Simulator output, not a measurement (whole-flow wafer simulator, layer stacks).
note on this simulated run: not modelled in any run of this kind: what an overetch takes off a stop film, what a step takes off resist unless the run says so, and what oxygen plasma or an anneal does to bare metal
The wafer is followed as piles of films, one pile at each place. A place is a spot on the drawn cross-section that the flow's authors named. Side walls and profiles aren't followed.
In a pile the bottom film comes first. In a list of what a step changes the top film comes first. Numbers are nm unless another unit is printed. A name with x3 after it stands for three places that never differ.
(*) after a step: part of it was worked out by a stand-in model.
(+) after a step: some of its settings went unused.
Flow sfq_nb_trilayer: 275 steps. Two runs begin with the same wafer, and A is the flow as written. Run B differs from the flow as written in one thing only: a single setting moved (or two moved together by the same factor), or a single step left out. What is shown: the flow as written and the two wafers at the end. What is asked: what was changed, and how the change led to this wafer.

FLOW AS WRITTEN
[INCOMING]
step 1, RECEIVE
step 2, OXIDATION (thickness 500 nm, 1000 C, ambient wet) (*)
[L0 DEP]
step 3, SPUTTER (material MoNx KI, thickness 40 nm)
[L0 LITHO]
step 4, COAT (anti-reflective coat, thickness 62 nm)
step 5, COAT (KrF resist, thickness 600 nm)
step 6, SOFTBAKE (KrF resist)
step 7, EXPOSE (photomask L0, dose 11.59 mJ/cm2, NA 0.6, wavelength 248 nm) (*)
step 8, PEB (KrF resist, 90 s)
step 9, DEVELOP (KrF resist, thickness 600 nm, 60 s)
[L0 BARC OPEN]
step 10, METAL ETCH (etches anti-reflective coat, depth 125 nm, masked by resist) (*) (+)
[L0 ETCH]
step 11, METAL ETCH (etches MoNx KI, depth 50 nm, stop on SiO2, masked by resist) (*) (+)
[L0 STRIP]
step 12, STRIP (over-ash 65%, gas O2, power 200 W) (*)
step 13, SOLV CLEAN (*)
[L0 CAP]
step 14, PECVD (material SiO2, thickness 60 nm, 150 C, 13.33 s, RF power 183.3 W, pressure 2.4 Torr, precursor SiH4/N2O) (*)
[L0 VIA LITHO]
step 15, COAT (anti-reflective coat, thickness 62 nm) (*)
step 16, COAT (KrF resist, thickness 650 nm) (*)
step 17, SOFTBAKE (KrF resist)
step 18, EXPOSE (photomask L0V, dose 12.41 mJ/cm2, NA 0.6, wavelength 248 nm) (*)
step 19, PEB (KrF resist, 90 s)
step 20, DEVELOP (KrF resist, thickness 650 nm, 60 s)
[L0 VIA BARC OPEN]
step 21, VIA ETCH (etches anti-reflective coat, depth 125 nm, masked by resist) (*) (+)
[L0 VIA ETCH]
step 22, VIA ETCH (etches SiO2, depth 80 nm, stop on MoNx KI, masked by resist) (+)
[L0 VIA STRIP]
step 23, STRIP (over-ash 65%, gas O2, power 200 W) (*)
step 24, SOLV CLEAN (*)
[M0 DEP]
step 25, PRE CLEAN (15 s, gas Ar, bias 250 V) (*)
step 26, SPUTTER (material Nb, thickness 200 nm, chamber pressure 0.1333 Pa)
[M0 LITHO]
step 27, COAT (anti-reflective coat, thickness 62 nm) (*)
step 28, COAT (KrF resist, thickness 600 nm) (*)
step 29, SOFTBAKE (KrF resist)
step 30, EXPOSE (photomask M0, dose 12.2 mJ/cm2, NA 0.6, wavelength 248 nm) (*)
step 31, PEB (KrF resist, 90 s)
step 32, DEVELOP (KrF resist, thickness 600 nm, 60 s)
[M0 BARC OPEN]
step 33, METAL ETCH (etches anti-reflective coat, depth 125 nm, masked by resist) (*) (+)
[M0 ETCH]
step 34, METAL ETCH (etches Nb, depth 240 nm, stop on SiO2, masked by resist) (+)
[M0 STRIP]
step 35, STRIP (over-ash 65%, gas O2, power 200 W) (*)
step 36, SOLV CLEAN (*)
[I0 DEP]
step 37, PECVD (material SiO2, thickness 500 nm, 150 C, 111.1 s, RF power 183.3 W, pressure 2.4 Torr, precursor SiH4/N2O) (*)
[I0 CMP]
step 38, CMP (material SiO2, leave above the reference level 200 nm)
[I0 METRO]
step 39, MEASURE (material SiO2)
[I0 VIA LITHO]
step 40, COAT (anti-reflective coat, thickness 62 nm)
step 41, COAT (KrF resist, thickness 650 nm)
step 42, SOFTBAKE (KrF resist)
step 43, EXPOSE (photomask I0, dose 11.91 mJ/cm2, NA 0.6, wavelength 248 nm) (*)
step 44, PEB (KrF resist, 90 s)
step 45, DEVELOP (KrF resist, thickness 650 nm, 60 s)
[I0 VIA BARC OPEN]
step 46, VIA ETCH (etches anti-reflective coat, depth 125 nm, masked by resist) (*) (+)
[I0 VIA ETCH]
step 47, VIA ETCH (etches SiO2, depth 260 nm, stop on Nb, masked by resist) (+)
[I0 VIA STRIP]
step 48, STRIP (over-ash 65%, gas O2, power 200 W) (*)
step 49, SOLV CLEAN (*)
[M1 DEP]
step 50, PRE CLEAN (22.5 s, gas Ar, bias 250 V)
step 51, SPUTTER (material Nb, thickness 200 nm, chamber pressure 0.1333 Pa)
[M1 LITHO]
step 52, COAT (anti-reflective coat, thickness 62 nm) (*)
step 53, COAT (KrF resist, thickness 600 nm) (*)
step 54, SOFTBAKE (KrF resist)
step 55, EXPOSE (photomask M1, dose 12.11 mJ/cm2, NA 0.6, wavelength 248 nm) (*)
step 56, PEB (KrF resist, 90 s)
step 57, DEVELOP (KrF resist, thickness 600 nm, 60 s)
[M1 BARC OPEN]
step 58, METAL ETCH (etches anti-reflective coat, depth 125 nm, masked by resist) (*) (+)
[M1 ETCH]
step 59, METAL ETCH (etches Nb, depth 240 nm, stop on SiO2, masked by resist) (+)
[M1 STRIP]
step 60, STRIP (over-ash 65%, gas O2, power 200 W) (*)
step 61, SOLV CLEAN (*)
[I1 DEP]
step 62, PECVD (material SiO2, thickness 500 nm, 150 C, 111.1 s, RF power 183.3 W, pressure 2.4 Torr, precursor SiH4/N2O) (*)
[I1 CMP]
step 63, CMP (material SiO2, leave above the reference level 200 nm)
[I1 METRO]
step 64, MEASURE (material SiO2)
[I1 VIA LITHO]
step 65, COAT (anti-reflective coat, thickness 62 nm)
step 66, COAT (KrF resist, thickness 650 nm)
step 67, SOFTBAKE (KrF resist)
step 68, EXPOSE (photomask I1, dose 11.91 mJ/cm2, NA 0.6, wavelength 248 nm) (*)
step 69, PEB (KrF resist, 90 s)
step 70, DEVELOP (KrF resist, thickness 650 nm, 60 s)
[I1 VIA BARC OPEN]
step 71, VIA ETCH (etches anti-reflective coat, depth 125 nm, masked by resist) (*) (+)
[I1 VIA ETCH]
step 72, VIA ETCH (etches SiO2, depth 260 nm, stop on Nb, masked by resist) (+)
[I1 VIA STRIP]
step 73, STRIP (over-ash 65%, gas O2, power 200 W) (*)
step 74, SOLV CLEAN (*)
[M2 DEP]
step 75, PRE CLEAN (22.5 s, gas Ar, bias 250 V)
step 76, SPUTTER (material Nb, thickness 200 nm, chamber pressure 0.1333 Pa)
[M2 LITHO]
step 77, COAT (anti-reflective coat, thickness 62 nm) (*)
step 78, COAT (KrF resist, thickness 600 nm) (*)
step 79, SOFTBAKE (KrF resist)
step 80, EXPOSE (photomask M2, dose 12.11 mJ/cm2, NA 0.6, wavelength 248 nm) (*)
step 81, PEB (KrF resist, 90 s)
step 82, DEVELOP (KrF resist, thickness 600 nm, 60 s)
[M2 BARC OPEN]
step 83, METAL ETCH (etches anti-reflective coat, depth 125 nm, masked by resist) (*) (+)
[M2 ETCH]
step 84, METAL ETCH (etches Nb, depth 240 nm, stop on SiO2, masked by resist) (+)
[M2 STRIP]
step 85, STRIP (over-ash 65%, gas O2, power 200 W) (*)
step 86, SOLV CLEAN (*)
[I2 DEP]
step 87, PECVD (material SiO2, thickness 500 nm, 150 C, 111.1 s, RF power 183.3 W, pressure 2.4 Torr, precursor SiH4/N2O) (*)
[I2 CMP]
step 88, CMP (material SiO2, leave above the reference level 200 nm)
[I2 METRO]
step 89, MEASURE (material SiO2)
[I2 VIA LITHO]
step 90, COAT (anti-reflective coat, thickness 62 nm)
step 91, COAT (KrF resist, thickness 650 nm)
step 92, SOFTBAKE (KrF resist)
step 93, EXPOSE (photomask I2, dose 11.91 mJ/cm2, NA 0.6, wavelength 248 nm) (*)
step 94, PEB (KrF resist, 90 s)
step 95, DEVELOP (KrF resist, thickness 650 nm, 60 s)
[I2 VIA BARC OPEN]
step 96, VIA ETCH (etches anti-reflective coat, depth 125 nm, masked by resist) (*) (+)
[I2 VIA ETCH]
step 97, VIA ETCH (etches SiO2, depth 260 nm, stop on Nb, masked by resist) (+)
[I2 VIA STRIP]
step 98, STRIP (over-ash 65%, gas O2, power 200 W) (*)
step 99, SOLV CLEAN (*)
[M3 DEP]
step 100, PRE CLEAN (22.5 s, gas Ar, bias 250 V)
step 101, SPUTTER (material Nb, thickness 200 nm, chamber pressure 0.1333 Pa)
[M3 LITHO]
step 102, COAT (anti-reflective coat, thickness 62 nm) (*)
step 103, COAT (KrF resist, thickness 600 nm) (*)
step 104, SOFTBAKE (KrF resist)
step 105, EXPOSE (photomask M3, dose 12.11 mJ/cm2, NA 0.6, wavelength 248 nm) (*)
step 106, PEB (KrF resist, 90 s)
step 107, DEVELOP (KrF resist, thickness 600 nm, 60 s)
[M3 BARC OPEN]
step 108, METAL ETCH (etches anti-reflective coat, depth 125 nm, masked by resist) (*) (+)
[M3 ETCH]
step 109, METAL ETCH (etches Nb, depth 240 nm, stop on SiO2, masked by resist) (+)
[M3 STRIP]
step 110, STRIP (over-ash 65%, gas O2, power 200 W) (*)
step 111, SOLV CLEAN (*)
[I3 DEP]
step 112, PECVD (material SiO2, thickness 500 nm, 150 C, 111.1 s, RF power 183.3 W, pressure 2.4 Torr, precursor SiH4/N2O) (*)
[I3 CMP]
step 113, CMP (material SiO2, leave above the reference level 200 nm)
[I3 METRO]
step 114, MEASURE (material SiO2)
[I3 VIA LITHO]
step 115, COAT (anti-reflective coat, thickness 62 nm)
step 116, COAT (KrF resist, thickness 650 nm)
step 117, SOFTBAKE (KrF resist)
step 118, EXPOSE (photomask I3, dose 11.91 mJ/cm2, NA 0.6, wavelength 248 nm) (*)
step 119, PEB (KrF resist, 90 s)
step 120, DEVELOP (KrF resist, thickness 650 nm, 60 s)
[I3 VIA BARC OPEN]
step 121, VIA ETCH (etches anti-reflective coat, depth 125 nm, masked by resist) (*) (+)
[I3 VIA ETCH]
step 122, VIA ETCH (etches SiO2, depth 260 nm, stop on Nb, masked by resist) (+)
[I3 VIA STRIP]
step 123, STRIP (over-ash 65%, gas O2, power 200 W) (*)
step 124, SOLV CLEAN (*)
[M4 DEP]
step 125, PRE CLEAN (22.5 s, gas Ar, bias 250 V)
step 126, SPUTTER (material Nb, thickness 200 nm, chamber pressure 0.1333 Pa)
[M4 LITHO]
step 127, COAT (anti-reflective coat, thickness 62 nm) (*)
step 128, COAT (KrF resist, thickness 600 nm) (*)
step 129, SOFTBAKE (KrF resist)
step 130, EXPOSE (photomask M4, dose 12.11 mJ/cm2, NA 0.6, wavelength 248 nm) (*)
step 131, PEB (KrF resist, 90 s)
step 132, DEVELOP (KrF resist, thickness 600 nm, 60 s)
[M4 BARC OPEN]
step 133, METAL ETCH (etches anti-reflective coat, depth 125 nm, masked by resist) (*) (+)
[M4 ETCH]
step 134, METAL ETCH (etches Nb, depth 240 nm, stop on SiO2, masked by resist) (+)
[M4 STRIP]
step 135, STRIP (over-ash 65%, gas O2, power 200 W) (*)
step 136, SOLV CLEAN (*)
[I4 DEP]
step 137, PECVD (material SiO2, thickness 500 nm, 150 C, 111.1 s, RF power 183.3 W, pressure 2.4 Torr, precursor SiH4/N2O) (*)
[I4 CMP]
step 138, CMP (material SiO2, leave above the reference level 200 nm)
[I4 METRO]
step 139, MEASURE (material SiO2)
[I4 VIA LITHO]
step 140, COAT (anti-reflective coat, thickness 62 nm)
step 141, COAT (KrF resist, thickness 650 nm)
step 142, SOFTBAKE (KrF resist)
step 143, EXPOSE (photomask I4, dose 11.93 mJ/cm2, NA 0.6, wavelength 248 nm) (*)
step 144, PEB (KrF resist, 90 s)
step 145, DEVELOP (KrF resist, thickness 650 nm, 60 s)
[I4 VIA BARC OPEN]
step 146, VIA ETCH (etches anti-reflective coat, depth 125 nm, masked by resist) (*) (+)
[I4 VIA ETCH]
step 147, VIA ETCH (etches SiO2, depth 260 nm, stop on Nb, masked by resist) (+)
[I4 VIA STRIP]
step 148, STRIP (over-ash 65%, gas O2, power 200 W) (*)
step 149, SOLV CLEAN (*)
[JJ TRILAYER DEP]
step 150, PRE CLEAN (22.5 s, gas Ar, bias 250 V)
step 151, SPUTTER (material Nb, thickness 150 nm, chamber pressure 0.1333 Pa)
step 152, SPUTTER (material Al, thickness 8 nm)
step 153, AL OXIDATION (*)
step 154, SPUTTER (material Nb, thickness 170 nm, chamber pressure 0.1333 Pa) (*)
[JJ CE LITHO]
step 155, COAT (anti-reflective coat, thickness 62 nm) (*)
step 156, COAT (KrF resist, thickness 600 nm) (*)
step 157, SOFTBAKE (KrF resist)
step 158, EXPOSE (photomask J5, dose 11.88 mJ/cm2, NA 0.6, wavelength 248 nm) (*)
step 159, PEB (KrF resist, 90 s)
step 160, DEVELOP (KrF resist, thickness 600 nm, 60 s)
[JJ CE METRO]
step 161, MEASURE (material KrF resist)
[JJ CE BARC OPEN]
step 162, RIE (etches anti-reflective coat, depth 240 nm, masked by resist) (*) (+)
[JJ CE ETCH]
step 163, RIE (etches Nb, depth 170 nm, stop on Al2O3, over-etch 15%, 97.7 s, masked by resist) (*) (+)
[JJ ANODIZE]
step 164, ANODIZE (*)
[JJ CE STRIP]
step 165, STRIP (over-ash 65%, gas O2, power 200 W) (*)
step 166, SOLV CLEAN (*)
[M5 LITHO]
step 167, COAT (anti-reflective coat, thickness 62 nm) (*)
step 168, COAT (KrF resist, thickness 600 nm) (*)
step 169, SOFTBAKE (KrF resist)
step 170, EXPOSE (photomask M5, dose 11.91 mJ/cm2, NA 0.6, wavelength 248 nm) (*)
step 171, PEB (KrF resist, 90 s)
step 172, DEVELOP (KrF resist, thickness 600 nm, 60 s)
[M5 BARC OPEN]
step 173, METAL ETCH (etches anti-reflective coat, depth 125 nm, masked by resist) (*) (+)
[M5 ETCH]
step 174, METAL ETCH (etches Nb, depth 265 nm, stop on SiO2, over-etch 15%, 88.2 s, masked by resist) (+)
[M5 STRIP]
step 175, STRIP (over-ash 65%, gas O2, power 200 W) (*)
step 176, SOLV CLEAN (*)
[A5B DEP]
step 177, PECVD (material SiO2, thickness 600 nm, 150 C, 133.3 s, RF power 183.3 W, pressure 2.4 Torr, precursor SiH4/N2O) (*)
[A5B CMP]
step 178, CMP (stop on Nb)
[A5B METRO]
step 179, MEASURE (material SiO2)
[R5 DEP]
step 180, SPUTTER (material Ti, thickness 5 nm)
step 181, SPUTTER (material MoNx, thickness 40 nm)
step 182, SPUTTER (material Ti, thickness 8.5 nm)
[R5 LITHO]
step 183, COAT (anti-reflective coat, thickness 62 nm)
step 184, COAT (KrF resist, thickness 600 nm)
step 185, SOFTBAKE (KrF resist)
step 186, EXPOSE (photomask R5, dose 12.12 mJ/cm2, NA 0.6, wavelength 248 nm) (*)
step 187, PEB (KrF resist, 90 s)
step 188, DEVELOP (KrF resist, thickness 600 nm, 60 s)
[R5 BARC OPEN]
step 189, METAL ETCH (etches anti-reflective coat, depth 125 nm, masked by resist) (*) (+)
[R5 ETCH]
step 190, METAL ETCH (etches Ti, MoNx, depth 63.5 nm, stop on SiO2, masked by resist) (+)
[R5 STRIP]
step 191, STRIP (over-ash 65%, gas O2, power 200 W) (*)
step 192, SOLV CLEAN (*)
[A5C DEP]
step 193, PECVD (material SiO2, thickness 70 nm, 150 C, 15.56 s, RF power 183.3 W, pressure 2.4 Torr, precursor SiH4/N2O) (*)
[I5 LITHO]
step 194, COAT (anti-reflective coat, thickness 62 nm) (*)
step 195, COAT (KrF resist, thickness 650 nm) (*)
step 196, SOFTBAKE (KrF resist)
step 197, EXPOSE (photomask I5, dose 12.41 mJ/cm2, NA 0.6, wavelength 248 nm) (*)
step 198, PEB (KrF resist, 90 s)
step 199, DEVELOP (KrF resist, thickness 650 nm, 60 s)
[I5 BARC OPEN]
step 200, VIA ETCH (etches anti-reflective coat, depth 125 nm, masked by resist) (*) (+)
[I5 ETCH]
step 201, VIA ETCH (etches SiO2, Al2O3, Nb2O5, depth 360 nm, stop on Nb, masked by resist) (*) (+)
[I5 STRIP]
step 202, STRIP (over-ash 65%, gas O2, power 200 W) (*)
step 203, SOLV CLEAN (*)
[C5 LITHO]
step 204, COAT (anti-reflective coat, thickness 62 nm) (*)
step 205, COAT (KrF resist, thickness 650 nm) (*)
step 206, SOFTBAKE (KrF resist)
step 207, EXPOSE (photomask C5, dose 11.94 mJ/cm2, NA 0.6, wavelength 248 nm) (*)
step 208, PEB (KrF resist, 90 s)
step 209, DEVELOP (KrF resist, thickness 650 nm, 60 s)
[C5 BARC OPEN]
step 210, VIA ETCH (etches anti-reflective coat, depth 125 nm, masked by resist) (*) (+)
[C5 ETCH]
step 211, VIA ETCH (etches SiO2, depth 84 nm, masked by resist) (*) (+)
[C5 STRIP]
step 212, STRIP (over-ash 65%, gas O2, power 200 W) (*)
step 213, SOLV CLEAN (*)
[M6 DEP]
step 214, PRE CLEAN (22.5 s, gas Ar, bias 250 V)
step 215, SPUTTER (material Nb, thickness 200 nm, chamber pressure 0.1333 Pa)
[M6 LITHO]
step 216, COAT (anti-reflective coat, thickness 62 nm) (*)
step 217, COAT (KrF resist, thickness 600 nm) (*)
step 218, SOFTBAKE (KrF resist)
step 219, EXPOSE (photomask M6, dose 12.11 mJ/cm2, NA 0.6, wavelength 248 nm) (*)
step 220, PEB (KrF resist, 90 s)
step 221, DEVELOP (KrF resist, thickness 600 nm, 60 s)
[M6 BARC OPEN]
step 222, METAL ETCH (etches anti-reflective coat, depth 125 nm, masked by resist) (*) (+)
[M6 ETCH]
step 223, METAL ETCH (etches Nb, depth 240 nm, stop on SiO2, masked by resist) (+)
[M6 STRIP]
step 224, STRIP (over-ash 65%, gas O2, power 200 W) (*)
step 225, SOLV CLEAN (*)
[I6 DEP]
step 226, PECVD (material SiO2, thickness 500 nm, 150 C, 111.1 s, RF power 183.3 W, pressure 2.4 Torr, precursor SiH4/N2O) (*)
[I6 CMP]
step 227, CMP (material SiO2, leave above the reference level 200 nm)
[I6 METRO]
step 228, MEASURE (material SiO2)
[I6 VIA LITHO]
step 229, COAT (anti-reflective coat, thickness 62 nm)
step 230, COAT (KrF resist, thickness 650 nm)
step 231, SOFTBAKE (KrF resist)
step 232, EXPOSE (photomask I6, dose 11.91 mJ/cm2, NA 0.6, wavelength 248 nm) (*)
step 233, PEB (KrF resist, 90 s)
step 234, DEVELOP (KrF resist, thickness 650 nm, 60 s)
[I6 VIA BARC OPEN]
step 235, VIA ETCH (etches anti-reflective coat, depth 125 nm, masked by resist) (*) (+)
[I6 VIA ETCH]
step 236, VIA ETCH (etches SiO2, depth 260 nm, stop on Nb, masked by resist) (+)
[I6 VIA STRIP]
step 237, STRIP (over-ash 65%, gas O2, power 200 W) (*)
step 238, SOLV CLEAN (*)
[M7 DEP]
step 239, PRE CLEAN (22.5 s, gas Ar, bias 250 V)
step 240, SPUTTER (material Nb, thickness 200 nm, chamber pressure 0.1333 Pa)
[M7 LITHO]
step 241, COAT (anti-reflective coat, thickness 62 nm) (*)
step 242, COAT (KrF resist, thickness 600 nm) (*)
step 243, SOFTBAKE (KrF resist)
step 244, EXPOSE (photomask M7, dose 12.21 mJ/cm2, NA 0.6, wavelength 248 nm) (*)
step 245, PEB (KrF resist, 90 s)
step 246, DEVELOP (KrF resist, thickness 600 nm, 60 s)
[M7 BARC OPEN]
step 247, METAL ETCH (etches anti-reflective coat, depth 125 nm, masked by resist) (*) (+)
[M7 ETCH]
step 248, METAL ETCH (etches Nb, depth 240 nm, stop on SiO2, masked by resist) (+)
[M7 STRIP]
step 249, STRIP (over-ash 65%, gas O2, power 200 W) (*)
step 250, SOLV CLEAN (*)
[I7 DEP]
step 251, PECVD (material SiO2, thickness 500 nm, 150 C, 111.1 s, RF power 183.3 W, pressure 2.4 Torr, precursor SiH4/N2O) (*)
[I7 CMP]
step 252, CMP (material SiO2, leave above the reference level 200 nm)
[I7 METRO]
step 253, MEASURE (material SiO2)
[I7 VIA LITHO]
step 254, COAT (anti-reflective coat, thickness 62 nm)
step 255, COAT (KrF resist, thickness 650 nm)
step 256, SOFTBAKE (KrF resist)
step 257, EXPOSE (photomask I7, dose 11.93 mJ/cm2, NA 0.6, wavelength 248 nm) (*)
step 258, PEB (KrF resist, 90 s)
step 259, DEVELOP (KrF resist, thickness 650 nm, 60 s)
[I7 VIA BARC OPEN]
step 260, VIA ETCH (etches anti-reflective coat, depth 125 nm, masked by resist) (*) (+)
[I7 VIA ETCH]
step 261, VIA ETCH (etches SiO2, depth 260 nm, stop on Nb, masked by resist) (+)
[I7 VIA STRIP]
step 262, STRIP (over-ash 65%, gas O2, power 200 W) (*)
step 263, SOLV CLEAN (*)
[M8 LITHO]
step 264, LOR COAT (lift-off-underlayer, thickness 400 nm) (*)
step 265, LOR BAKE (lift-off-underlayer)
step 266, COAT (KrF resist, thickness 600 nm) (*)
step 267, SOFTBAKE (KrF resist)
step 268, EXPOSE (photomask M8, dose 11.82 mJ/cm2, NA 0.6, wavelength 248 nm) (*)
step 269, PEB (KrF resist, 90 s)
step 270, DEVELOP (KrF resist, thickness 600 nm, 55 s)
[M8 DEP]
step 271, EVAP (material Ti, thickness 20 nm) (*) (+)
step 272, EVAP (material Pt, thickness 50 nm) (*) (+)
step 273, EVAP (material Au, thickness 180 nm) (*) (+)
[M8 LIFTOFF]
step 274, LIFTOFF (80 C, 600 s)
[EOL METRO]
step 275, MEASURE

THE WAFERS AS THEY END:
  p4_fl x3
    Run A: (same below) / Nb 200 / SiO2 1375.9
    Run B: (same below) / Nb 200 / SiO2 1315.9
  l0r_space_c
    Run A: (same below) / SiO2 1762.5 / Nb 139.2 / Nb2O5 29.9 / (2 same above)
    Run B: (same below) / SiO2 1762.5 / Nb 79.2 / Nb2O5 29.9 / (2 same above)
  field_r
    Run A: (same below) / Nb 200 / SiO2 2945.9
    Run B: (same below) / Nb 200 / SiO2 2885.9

The reason: step 151, SPUTTER: thickness 90 nm was run, though the flow has thickness 150 nm.

The path from the change to this, step by step:
  step 151, SPUTTER (material Nb, thickness 150 nm, chamber pressure 0.1333 Pa)
      field_l, v_sur, via_sp and 100 more: A Nb gains 150 (new film) | B Nb gains 90 (new film)
      via_wl, via_wr: A Nb gains 130.4 | B Nb gains 64.3
      (as well as at 1 more place)
  step 154, SPUTTER (material Nb, thickness 170 nm, chamber pressure 0.1333 Pa) (*)
      via_w: A Nb gains 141 (new film) | B Nb gains 144.8 (new film)
  step 155, COAT (anti-reflective coat, thickness 62 nm) (*)
      via_wl, via_wr: A anti-reflective coat gains 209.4 (new film) | B anti-reflective coat gains 227.6 (new film)
  step 162, RIE (etches anti-reflective coat, depth 240 nm, masked by resist) (*) (+)
      ce_l, c5j, ce_r, wl_jj: A KrF resist loses 209.4 | B KrF resist loses 227.6
      via_wl, via_wr: A anti-reflective coat loses 209.4 (all of it) | B anti-reflective coat loses 227.6 (all of it)
  step 163, RIE (etches Nb, depth 170 nm, stop on Al2O3, over-etch 15%, 97.7 s, masked by resist) (*) (+)
      via_w: A Nb loses 141 (all of it), Al2O3 loses 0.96 (all of it) | B Nb loses 144.8 (all of it), Al2O3 loses 0.96 (all of it)
  step 164, ANODIZE (*)
      via_wl, via_wr: A Al2O3 gains 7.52 (new film), Nb2O5 gains 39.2 (new film), Al loses 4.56 (all of it), Nb loses 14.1 | B Al2O3 gains 8.08 (new film), Nb2O5 gains 38.2 (new film), Al loses 4.9 (all of it), Nb loses 13.7
  step 165, STRIP (over-ash 65%, gas O2, power 200 W) (*)
      c5j, ce_r: A KrF resist loses 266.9 (all of it), anti-reflective coat loses 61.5 (all of it) | B KrF resist loses 248.8 (all of it), anti-reflective coat loses 61.5 (all of it)
      ce_l: A KrF resist loses 266.8 (all of it), anti-reflective coat loses 61.4 (all of it) | B KrF resist loses 248.7 (all of it), anti-reflective coat loses 61.5 (all of it)
      (as well as at 1 more place)
  step 167, COAT (anti-reflective coat, thickness 62 nm) (*)
      via_wl: A anti-reflective coat gains 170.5 (new film) | B anti-reflective coat gains 175.3 (new film)
      via_w: A anti-reflective coat gains 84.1 (new film) | B anti-reflective coat gains 78.5 (new film)
      (as well as at 2 more places)
  step 174, METAL ETCH (etches Nb, depth 265 nm, stop on SiO2, over-etch 15%, 88.2 s, masked by resist) (+)
      field_l, r_sur, res and 50 more: A Al2O3 loses 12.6 (all of it), Nb2O5 loses 29.9 (all of it), Nb loses 139.2 (all of it), SiO2 loses 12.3 | B Al2O3 loses 12.6 (all of it), Nb2O5 loses 29.9 (all of it), Nb loses 79.2 (all of it), SiO2 loses 18.3
  step 175, STRIP (over-ash 65%, gas O2, power 200 W) (*)
      via_wl: A KrF resist loses 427 (all of it), anti-reflective coat loses 170.5 (all of it) | B KrF resist loses 430 (all of it), anti-reflective coat loses 175.3 (all of it)
      via_w: A KrF resist loses 503.5 (all of it), anti-reflective coat loses 84.1 (all of it) | B KrF resist loses 497.3 (all of it), anti-reflective coat loses 78.5 (all of it)
      (as well as at 2 more places)
  step 177, PECVD (material SiO2, thickness 600 nm, 150 C, 133.3 s, RF power 183.3 W, pressure 2.4 Torr, precursor SiH4/N2O) (*)
      via_wl, via_wr: A SiO2 gains 600 (new film) | B SiO2 gains 615 (new film)
  step 178, CMP (stop on Nb)
      field_l, p4_fl x3, p4_w1 x9 and 29 more: A SiO2 loses 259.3 | B SiO2 loses 313.3
      r_sur, res, r_end, moat, field_r, lsp_l: A SiO2 loses 252.3 | B SiO2 loses 313.3
      (as well as at 8 more places)
